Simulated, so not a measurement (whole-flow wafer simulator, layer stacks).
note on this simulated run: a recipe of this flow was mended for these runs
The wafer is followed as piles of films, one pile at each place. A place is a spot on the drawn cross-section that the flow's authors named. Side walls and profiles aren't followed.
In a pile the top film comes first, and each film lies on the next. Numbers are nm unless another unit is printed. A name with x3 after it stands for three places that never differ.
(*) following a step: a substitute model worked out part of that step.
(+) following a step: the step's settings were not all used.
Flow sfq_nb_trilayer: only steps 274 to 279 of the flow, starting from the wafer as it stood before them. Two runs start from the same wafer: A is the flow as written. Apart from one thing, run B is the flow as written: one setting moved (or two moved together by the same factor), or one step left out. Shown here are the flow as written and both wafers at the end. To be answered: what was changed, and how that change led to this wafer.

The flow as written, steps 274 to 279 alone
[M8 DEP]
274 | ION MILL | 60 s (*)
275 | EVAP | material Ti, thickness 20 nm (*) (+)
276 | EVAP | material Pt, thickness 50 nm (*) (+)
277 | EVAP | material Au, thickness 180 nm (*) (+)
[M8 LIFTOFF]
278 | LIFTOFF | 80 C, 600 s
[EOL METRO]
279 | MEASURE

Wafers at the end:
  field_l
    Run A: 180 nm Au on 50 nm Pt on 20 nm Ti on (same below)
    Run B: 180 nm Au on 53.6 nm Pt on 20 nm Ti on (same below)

Cause: step 276, EVAP: thickness 53.6 nm was run, whereas the flow has thickness 50 nm.
One can read it off the wafer: field_l has Pt 53.6, and step 276 as written asks for 50 nm.

The path from the change to this, step by step:
  276 | EVAP | material Pt, thickness 50 nm (*) (+)
      field_l, v_sur x3, via_wl x2 and 100 more: A Pt gains 50 (new film) | B Pt gains 53.6 (new film)
  278 | LIFTOFF | 80 C, 600 s
      p4_fl x5, p4_w1 x9, p3_s0 x11 and 49 more: A Au loses 180 (all of it), Pt loses 50 (all of it), Ti loses 20 (all of it), KrF-resist-other-grade loses 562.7 (all of it), lift-off-underlayer loses 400 (all of it) | B Au loses 180 (all of it), Pt loses 53.6 (all of it), Ti loses 20 (all of it), KrF-resist-other-grade loses 562.7 (all of it), lift-off-underlayer loses 400 (all of it)
      r_sur, res, r_end: A Au loses 180 (all of it), Pt loses 50 (all of it), Ti loses 20 (all of it), KrF-resist-other-grade loses 559.9 (all of it), lift-off-underlayer loses 399.5 (all of it) | B Au loses 180 (all of it), Pt loses 53.6 (all of it), Ti loses 20 (all of it), KrF-resist-other-grade loses 559.9 (all of it), lift-off-underlayer loses 399.5 (all of it)
      (and at 18 other places as well)
